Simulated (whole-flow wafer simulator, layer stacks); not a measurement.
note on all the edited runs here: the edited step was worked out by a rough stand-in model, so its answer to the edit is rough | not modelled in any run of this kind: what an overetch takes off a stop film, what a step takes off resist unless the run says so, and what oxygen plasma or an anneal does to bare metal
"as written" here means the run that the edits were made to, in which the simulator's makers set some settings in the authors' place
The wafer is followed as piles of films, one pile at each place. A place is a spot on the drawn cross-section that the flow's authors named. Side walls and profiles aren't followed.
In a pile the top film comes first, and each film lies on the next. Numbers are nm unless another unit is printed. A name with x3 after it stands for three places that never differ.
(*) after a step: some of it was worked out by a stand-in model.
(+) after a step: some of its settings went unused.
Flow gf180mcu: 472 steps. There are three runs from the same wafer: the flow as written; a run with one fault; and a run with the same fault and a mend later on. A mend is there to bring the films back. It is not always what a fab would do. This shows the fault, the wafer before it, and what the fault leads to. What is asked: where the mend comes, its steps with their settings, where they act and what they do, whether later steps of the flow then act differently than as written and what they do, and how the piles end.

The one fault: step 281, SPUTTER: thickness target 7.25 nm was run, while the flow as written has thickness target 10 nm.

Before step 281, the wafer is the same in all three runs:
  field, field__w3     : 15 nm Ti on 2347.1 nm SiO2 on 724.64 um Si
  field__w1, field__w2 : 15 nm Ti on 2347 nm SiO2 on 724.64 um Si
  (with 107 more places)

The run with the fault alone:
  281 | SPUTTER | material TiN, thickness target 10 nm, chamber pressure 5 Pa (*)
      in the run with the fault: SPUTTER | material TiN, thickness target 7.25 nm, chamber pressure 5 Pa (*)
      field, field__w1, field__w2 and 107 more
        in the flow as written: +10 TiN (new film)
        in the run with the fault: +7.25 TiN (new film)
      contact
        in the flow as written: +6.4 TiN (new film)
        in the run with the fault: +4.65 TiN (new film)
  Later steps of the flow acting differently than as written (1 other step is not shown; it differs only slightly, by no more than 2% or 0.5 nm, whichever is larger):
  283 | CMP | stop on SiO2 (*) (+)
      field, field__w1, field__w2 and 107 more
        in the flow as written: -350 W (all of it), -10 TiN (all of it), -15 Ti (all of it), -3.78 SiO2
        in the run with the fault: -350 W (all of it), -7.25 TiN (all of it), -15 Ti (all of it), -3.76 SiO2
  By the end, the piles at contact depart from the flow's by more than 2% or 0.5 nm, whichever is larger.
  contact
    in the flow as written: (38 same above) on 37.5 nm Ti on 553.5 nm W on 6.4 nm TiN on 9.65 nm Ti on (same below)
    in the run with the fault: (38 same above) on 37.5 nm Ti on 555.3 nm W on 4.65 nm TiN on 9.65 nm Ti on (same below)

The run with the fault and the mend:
  The mend stands after step 281.
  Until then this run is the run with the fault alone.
  281a | SPUTTER | material TiN, thickness target 2.75 nm, chamber pressure 5 Pa (*) (the flow's step 281 again, with other settings)
      field, field__w1, field__w2 and 107 more
        +2.75 TiN
      contact
        +1.76 TiN
  None of the later steps of the flow acts differently than as written at any place that is followed.
  By the end, the piles equal the flow's at every place that both follow.
